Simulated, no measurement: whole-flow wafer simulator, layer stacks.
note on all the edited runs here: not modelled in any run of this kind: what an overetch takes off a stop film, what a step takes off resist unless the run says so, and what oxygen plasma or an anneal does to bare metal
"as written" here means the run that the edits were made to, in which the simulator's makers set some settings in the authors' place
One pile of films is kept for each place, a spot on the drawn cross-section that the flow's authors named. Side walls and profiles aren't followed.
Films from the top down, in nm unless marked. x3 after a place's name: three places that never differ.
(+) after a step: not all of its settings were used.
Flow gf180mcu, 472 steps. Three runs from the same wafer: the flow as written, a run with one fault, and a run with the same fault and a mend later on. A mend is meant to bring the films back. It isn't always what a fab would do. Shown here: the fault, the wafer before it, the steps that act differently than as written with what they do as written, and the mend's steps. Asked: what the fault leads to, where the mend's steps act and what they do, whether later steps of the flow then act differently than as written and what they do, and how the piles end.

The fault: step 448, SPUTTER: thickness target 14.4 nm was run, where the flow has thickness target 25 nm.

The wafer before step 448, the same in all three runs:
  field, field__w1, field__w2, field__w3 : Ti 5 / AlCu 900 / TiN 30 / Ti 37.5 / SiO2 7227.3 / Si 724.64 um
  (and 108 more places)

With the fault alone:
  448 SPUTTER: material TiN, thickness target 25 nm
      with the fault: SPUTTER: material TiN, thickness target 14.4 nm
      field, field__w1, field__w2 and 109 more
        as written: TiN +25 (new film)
        with the fault: TiN +14.4 (new film)
  Later steps of the flow that act differently than as written (5 more steps differ only slightly, by at most 2% or 0.5 nm, whichever is larger, and aren't shown):
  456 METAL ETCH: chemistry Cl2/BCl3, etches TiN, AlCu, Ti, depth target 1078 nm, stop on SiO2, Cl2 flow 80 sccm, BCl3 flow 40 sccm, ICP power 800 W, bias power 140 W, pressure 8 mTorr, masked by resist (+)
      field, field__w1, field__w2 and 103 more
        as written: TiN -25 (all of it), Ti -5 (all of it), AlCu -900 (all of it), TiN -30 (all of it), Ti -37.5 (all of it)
        with the fault: TiN -14.4 (all of it), Ti -5 (all of it), AlCu -900 (all of it), TiN -30 (all of it), Ti -37.5 (all of it)
  At the end the piles differ from the flow's by more than 2% or 0.5 nm, whichever is larger, at field__w8, contact, m1, m1__w1, pad, m1_nw.
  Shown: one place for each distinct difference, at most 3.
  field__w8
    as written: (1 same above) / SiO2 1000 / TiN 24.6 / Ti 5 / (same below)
    with the fault: (1 same above) / SiO2 1000 / TiN 14 / Ti 5 / (same below)
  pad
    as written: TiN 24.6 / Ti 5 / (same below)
    with the fault: TiN 14 / Ti 5 / (same below)

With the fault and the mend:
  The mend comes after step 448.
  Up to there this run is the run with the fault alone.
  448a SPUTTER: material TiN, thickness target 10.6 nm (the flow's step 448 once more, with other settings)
      field, field__w1, field__w2 and 109 more
        TiN +10.6
  No later step of the flow acts differently than as written at any place that is followed.
  At the end the piles are the same as the flow's at every place that both follow.
